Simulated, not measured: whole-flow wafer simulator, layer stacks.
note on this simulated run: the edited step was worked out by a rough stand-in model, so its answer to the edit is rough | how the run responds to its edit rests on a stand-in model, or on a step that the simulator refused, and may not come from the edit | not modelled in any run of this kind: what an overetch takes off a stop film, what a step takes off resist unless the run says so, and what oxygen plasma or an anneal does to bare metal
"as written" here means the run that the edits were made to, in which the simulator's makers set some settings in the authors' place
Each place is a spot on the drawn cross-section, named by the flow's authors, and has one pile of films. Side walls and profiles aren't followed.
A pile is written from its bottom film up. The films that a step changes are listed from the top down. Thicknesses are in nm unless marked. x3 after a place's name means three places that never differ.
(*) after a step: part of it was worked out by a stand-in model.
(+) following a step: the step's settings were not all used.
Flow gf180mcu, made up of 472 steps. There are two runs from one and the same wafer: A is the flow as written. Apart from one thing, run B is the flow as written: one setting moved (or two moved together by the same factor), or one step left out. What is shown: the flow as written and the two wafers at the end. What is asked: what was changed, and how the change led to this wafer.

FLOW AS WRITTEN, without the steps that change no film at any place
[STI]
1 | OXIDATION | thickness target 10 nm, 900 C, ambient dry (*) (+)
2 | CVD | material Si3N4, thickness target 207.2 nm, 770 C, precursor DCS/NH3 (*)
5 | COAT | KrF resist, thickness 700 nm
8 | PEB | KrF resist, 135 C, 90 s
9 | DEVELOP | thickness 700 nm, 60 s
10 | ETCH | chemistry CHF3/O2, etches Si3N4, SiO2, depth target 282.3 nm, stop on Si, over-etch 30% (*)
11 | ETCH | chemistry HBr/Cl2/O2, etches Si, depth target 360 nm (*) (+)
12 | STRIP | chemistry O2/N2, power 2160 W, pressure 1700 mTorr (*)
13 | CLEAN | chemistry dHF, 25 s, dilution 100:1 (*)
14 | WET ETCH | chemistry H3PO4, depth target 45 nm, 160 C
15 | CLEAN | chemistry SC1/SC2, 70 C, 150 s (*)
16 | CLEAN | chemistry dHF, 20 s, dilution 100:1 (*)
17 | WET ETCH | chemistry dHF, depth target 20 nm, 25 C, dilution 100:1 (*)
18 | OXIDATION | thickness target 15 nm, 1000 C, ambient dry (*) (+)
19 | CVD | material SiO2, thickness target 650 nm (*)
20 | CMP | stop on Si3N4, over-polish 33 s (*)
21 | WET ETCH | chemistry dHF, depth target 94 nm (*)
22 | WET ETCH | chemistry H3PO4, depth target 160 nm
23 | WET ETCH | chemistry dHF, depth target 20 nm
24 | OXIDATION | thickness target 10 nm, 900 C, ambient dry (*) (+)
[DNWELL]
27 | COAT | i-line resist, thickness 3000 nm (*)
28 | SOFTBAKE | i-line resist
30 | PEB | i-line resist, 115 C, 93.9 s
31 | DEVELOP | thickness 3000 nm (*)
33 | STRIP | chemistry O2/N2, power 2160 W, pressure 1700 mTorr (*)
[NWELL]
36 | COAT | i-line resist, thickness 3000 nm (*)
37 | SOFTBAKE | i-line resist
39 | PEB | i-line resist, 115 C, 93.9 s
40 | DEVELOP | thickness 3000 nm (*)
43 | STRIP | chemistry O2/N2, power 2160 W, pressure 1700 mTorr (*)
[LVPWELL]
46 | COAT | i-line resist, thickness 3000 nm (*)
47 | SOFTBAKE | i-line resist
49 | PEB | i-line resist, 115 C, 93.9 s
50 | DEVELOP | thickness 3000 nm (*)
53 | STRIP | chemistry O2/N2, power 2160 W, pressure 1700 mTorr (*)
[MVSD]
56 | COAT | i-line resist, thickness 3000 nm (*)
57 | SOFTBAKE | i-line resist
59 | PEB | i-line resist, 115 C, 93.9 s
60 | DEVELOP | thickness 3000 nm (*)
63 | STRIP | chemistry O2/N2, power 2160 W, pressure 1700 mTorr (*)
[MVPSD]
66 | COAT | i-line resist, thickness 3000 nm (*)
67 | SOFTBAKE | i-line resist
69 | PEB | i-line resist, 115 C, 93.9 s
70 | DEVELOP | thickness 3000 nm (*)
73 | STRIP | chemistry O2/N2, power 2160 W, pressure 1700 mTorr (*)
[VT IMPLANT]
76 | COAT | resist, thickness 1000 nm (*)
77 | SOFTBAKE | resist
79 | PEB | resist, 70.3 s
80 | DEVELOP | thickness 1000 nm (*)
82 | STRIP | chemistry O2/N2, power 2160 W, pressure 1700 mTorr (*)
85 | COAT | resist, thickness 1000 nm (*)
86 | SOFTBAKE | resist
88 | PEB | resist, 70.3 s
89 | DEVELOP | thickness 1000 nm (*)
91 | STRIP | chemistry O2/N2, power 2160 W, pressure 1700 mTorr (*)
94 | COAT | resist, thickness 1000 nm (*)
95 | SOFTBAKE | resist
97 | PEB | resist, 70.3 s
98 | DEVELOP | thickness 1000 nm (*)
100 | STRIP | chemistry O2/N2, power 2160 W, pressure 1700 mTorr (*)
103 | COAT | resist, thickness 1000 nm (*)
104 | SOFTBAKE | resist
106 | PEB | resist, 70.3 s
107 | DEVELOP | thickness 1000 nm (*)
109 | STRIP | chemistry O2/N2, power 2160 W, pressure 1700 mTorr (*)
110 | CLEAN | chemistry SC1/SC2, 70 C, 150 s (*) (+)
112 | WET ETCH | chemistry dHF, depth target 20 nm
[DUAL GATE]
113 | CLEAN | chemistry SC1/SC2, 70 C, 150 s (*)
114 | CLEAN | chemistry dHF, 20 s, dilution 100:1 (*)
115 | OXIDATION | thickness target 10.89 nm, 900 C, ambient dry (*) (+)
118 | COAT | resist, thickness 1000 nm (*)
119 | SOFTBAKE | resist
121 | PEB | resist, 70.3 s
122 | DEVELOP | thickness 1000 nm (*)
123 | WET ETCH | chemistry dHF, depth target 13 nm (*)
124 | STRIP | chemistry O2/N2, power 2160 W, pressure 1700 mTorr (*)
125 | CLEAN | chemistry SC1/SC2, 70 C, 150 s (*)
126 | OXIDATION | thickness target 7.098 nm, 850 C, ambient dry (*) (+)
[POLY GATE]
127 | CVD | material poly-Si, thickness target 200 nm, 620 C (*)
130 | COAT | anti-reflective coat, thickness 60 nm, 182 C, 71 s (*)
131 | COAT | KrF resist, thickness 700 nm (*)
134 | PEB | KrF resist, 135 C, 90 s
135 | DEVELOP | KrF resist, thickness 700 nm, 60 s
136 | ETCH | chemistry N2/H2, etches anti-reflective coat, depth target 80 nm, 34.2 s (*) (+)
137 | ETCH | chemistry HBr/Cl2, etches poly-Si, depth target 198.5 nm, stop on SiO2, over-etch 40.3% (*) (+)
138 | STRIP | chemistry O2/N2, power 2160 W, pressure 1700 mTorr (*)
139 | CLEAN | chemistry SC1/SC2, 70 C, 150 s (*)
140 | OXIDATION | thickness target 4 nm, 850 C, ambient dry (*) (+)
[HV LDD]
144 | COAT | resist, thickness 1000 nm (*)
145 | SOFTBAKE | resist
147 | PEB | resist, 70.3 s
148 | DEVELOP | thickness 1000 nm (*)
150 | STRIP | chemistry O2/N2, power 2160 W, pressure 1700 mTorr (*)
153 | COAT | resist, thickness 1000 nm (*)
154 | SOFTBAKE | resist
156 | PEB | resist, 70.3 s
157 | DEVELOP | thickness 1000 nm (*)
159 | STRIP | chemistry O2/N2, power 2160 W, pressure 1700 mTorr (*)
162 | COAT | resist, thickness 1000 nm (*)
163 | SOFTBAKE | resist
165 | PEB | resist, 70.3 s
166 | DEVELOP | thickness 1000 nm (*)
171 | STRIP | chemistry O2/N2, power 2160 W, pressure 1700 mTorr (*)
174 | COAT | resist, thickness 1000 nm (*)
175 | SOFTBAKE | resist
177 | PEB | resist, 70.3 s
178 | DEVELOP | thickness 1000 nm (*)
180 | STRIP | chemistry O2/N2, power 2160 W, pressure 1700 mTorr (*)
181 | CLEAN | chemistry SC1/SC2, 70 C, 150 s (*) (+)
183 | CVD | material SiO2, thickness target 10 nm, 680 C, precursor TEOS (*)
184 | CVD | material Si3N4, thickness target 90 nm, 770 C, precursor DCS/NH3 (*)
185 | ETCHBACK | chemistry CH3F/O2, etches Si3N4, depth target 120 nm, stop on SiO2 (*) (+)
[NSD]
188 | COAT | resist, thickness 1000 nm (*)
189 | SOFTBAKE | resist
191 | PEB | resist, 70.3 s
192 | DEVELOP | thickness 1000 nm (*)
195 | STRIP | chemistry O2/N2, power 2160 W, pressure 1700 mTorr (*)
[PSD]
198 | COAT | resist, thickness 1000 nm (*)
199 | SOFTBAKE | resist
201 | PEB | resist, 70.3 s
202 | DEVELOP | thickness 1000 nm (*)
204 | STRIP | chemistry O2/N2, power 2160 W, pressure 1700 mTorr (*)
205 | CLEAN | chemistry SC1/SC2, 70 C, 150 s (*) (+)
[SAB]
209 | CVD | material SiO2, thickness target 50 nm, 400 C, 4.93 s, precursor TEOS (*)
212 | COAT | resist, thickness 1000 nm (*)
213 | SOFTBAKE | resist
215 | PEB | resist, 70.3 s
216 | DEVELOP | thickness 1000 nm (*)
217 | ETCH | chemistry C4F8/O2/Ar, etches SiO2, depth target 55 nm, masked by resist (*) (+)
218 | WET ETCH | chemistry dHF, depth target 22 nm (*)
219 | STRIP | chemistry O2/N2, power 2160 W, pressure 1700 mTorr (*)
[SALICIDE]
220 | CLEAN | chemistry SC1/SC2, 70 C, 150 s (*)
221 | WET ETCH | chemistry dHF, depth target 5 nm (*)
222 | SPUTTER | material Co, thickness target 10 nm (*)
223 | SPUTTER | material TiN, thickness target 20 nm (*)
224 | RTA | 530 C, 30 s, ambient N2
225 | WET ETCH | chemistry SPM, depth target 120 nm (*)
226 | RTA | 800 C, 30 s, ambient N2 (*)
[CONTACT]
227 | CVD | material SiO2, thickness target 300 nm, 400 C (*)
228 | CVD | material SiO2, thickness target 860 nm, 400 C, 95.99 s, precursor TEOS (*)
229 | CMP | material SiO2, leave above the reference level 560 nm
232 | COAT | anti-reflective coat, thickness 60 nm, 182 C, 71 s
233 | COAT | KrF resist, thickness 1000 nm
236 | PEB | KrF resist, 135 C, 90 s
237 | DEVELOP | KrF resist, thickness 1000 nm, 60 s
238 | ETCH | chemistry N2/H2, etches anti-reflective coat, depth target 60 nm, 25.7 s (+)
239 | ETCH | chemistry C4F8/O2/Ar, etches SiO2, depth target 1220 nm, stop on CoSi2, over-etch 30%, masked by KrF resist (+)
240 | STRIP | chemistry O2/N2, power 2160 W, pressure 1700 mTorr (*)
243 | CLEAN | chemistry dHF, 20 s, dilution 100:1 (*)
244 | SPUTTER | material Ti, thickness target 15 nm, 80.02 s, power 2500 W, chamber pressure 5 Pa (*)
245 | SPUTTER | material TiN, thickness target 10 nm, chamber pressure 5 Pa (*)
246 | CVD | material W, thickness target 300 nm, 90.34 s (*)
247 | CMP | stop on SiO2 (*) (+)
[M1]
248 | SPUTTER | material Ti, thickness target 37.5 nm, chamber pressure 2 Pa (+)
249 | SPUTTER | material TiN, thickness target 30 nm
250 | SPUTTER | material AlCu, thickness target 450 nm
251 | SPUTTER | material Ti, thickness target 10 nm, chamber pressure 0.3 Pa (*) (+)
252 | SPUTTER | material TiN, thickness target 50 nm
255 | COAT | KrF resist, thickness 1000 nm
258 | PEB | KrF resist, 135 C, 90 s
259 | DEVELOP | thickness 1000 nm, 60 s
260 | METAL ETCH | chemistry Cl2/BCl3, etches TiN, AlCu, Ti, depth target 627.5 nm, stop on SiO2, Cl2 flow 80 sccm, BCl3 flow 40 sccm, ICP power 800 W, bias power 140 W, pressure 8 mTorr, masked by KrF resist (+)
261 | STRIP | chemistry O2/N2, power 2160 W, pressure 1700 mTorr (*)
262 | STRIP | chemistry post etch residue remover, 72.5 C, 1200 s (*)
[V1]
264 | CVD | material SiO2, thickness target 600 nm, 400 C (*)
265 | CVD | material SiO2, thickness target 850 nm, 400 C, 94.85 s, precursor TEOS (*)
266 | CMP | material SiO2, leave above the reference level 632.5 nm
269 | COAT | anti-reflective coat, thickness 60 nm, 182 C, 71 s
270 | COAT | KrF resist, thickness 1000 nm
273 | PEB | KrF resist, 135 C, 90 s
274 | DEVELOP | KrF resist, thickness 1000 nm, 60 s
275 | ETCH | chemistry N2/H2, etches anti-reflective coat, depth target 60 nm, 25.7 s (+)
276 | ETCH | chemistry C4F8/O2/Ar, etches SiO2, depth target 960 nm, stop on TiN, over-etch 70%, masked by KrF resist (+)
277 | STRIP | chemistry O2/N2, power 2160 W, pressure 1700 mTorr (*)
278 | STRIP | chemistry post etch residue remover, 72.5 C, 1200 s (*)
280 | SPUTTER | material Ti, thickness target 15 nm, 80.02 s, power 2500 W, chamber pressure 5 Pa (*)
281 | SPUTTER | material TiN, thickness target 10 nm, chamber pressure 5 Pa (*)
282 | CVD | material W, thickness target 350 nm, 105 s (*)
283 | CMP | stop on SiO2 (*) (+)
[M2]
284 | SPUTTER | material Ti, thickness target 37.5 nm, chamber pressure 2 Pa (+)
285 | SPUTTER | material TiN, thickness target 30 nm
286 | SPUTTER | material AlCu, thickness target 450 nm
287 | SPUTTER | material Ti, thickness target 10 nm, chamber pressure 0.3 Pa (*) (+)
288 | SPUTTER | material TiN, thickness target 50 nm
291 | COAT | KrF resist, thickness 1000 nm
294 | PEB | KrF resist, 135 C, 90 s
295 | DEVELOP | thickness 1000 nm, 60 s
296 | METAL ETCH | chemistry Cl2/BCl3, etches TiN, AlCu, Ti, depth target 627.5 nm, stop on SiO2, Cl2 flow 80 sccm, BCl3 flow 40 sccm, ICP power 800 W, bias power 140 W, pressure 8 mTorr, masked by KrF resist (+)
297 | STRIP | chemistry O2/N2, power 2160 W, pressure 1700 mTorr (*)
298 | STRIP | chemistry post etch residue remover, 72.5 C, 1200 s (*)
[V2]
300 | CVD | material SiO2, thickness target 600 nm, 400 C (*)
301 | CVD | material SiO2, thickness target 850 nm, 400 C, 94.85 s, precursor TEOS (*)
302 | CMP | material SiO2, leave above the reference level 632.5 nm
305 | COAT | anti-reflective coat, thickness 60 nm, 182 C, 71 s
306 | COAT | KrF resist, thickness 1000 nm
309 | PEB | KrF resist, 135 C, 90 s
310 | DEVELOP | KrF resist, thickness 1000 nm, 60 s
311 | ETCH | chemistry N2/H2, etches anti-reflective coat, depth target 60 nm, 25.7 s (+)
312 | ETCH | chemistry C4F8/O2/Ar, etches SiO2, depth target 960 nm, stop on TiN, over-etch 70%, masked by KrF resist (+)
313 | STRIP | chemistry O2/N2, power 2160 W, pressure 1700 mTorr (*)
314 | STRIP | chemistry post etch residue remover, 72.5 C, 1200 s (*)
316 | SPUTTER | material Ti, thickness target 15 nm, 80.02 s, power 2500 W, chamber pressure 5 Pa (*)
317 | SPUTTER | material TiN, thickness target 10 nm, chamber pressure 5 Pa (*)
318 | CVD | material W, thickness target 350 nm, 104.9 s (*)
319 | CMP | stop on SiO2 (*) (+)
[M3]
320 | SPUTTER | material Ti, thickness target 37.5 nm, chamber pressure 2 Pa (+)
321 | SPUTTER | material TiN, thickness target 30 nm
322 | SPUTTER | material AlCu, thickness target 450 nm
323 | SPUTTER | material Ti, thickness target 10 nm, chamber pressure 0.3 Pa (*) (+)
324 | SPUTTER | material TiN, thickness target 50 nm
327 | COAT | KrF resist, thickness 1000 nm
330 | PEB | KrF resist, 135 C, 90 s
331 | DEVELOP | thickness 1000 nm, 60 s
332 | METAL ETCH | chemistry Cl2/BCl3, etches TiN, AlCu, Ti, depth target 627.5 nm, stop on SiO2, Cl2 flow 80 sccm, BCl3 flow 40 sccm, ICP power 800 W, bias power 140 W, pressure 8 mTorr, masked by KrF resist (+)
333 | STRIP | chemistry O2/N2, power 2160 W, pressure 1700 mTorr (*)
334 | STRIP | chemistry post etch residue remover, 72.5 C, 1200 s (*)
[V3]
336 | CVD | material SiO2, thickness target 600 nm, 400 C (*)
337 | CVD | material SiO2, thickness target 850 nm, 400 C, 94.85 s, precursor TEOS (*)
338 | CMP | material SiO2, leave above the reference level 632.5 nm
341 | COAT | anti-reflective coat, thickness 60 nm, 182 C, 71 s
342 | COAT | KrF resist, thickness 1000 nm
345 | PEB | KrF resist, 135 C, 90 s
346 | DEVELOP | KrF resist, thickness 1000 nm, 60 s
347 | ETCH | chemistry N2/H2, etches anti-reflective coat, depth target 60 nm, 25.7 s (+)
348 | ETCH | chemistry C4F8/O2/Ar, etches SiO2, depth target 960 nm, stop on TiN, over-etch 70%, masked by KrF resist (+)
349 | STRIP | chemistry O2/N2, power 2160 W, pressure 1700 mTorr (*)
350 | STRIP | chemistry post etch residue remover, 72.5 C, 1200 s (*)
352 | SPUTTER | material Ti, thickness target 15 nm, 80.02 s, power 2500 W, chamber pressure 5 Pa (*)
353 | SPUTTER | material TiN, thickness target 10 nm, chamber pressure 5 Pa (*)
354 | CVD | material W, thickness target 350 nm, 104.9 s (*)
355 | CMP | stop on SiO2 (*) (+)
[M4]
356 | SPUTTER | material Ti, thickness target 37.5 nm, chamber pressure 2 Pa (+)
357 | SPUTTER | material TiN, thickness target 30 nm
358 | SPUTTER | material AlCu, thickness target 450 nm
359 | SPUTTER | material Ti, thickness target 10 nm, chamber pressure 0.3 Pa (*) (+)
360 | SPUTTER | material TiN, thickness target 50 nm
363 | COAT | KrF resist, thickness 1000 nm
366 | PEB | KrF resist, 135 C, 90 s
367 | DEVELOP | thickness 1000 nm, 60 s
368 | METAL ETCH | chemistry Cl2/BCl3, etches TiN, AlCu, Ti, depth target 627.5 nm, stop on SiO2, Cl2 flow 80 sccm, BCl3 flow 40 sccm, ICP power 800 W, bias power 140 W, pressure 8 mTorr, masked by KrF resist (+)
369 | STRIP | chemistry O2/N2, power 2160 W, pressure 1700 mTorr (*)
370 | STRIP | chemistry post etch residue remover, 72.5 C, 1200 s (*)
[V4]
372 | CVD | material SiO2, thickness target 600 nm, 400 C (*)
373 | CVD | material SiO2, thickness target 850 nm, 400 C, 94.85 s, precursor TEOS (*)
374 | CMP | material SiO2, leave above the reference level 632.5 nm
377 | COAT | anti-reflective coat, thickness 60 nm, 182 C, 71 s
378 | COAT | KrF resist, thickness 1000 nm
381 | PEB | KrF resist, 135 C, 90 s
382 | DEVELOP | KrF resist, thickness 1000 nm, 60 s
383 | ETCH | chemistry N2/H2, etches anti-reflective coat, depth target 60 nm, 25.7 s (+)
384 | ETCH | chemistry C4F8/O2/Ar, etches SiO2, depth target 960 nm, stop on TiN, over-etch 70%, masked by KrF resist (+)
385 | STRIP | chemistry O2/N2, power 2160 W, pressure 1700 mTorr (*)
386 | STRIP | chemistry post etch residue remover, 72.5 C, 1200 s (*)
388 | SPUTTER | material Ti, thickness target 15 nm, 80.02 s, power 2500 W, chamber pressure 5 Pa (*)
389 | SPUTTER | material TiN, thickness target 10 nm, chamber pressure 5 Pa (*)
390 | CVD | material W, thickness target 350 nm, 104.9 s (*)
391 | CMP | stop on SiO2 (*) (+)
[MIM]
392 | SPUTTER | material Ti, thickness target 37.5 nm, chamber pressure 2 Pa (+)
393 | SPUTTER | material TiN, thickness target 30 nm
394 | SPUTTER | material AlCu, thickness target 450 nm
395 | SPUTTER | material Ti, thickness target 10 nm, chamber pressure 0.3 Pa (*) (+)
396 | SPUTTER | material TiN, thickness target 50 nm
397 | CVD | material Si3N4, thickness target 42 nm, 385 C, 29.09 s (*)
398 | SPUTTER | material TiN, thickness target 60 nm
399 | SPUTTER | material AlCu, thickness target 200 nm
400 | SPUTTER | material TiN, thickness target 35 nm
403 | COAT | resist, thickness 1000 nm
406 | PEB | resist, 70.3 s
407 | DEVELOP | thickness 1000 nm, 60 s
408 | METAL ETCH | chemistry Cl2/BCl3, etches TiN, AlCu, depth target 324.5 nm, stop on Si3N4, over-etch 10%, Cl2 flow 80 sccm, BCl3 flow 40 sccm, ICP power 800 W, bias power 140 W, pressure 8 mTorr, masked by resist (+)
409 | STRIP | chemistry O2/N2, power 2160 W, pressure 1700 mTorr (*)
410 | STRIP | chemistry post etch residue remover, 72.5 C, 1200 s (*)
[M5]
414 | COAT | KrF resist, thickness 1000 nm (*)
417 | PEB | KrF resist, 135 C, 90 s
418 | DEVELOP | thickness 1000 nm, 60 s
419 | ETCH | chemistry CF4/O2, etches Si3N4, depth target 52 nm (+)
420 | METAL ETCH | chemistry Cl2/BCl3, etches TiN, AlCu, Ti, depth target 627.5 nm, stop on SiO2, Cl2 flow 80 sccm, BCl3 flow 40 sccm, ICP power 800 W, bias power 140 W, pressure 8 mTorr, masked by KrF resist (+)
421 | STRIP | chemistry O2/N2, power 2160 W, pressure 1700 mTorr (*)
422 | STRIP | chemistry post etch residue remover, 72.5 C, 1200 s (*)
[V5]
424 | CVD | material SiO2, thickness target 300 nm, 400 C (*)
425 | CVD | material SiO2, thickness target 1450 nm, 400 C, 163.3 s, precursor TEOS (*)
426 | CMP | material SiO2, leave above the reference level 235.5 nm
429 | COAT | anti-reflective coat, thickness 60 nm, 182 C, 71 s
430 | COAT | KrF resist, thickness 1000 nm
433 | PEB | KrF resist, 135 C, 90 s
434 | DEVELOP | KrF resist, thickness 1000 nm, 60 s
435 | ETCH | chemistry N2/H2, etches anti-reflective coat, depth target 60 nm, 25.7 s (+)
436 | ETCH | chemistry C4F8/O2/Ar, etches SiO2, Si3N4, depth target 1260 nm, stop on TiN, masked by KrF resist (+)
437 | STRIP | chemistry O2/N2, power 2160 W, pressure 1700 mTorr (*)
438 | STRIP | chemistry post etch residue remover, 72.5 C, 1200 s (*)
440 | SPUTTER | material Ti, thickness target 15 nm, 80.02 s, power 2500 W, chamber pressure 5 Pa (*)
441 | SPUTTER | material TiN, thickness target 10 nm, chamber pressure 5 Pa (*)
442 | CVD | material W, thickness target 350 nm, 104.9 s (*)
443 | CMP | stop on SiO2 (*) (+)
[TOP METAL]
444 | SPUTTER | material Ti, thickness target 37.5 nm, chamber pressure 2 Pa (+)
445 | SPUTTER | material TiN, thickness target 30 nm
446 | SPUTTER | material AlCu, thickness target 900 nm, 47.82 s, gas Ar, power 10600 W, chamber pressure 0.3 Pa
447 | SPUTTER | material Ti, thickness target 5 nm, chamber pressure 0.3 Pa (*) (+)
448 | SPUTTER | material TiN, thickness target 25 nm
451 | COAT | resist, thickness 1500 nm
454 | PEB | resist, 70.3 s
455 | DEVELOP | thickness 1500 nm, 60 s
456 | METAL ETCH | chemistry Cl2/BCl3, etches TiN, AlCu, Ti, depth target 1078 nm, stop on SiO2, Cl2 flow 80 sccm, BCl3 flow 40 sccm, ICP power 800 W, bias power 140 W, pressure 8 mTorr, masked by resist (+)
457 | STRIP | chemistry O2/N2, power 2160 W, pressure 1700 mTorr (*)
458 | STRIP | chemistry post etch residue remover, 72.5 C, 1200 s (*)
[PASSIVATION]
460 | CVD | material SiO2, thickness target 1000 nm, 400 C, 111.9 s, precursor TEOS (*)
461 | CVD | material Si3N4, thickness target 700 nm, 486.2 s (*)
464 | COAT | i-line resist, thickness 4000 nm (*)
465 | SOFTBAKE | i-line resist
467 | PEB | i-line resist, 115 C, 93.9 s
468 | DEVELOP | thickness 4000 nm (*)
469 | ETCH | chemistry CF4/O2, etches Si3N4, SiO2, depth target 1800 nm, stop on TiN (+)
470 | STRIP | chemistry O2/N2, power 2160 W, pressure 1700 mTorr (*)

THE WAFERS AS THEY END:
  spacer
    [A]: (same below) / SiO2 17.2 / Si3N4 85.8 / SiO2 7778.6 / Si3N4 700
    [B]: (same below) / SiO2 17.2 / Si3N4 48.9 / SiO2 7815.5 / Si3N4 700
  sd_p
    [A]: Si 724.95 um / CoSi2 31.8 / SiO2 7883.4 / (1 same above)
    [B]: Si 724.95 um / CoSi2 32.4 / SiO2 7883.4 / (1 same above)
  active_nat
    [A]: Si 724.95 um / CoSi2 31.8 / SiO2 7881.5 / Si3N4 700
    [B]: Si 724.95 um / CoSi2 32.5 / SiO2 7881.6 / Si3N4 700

What caused this: step 184, CVD: thickness target 53.1 nm was run, while the flow as written has thickness target 90 nm.

Step by step, how the change led to this:
  184 | CVD | material Si3N4, thickness target 90 nm, 770 C, precursor DCS/NH3 (*)
      field, field__w1, field__w2 and 101 more: A +90 Si3N4 (new film) | B +53.1 Si3N4 (new film)
  185 | ETCHBACK | chemistry CH3F/O2, etches Si3N4, depth target 120 nm, stop on SiO2 (*) (+)
      field, field__w1, field__w2 and 95 more: A -90 Si3N4 (all of it), -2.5 SiO2 | B -53.1 Si3N4 (all of it), -5.57 SiO2
      active_hv, ld_sd_n, ld_drift_p, ldn_tap, ldp_tap: A -90 Si3N4 (all of it), -2.5 SiO2 | B -53.1 Si3N4 (all of it), -5.58 SiO2
  188 | COAT | resist, thickness 1000 nm (*)
      spacer: A +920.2 resist (new film) | B +953.8 resist (new film)
  189 | SOFTBAKE | resist
      field: A +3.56 resist | B -0.34 resist
      field__w6: A +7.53 resist | B +6.87 resist
      (as well as at 18 more places)
  191 | PEB | resist, 70.3 s
      spacer: A -14.3 resist | B -15.1 resist
  192 | DEVELOP | thickness 1000 nm (*)
      spacer: A -905.9 resist (all of it) | B -938.6 resist (all of it)
  195 | STRIP | chemistry O2/N2, power 2160 W, pressure 1700 mTorr (*)
      field: A -1026.7 resist (all of it) | B -1005.6 resist (all of it)
  198 | COAT | resist, thickness 1000 nm (*)
      spacer: A +920.2 resist (new film) | B +953.8 resist (new film)
  199 | SOFTBAKE | resist
      field: A +3.56 resist | B -0.34 resist
      field__w6: A +7.53 resist | B +6.87 resist
      (as well as at 18 more places)
  201 | PEB | resist, 70.3 s
      spacer: A -14.3 resist | B -15.1 resist
  204 | STRIP | chemistry O2/N2, power 2160 W, pressure 1700 mTorr (*)
      field: A -1026.7 resist (all of it) | B -1005.6 resist (all of it)
      spacer: A -905.9 resist (all of it) | B -938.6 resist (all of it)
  212 | COAT | resist, thickness 1000 nm (*)
      spacer: A +919.4 resist (new film) | B +952.9 resist (new film)
  213 | SOFTBAKE | resist
      field__w9: A -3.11 resist | B +6.61 resist
      field__w5: A +7.65 resist | B +6.85 resist
      (as well as at 12 more places)
  215 | PEB | resist, 70.3 s
      spacer: A -14.3 resist | B -15.1 resist
  216 | DEVELOP | thickness 1000 nm (*)
      spacer: A -905.1 resist (all of it) | B -937.8 resist (all of it)
  218 | WET ETCH | chemistry dHF, depth target 22 nm (*)
      gate, gate_hv, gate_p and 23 more: A -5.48 SiO2 (all of it) | B -2.4 SiO2 (all of it)
      active, p_well, sd_n, iso_ptap_pw, iso_ntap_nw, iso_ptap_sub, vpnp_e: A -9.01 SiO2 (all of it) | B -5.94 SiO2 (all of it)
      (as well as at 16 more places)
  ... 5 other steps ...
  229 | CMP | material SiO2, leave above the reference level 560 nm
      spacer: A -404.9 SiO2 | B -368 SiO2
